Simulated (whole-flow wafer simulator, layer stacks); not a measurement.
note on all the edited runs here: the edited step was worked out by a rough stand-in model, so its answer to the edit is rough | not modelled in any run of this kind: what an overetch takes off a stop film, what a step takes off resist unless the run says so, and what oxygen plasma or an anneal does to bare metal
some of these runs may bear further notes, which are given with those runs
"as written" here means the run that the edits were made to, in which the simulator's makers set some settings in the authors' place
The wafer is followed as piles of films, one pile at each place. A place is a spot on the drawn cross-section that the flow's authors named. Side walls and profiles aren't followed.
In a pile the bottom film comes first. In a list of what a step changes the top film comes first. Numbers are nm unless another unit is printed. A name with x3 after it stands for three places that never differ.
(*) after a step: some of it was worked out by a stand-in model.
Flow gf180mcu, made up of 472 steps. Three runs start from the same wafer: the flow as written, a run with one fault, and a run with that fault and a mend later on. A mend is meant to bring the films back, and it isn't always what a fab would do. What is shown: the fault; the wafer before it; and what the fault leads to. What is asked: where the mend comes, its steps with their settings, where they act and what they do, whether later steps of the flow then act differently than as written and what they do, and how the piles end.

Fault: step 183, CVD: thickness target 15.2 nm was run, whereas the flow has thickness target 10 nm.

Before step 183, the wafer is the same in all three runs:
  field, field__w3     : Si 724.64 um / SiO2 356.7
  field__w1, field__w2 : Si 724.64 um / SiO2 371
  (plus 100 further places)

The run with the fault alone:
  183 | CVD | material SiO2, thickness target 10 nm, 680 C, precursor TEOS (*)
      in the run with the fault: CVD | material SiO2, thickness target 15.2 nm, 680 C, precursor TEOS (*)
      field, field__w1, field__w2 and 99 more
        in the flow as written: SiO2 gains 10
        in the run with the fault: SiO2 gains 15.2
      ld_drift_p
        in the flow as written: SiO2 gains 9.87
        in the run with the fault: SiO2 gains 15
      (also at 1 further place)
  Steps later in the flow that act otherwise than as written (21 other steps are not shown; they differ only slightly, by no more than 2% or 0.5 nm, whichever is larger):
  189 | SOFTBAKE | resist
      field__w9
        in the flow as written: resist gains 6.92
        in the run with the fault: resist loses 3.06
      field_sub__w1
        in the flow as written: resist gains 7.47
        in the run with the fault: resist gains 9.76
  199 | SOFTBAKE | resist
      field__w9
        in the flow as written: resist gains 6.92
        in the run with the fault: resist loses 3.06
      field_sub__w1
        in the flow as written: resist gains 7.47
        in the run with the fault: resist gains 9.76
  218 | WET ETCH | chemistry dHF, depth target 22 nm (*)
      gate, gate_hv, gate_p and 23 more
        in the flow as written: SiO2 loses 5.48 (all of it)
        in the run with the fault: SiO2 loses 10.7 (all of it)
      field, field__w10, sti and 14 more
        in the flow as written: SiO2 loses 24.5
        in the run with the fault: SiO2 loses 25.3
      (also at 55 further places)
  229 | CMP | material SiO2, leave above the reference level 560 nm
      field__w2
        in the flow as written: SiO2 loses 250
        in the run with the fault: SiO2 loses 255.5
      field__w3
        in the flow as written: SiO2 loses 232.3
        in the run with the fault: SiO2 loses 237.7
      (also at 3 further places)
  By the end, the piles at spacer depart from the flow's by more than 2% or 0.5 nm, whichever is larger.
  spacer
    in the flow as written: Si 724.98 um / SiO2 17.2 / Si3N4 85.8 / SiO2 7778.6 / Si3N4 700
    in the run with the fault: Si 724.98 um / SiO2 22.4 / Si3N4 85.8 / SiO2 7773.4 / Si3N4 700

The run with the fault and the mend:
  After step 183 comes the mend.
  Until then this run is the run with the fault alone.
  183a | WET ETCH | chemistry dHF, depth target 5.2 nm, 25 C, dilution 100:1 (the flow's step 17, run once more with other settings)
      field, field__w1, field__w2 and 101 more
        SiO2 loses 5.2
  Later steps of the flow that are run all act as written at every place that is followed, up to a difference of at most 2% or 0.5 nm, whichever is larger.
  At the end the piles are close to the flow's at the places that both follow, differing by at most 2% or 0.5 nm, whichever is larger.
